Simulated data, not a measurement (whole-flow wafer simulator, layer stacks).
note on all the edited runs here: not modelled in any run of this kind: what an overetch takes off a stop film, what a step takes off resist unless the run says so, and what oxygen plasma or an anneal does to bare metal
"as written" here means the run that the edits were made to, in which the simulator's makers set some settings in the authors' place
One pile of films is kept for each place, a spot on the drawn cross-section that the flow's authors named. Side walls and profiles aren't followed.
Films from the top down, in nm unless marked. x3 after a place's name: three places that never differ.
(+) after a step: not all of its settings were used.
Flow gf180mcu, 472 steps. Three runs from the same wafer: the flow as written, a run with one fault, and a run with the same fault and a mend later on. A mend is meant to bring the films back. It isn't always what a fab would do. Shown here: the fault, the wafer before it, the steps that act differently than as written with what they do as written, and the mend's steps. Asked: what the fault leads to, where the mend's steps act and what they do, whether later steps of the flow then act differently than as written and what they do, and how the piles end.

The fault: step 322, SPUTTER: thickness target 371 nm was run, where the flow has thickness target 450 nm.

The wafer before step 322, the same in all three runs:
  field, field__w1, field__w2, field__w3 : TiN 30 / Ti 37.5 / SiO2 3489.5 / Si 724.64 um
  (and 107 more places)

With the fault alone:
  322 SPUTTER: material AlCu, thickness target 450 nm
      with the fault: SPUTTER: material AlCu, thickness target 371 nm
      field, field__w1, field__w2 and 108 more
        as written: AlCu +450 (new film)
        with the fault: AlCu +371 (new film)
  Later steps of the flow that act differently than as written:
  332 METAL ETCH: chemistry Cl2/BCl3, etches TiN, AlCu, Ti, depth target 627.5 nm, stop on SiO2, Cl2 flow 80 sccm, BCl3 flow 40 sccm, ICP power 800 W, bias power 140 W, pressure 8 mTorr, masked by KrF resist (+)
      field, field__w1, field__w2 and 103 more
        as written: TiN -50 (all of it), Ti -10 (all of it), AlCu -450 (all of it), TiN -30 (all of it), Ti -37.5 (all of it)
        with the fault: TiN -50 (all of it), Ti -10 (all of it), AlCu -371 (all of it), TiN -30 (all of it), Ti -37.5 (all of it)
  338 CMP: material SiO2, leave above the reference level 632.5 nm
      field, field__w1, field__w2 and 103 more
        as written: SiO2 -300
        with the fault: SiO2 -379
  At the end the piles differ from the flow's by more than 2% or 0.5 nm, whichever is larger, at field__w8, contact, m1, m1__w1, m1_nw.
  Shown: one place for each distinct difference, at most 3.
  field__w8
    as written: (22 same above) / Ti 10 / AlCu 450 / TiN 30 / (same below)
    with the fault: (22 same above) / Ti 10 / AlCu 371 / TiN 30 / (same below)
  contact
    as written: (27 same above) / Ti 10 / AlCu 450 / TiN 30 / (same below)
    with the fault: (27 same above) / Ti 10 / AlCu 371 / TiN 30 / (same below)

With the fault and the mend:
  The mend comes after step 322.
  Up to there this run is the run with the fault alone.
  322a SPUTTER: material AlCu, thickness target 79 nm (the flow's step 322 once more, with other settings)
      field, field__w1, field__w2 and 108 more
        AlCu +79
  No later step of the flow acts differently than as written at any place that is followed.
  At the end the piles are the same as the flow's at every place that both follow.
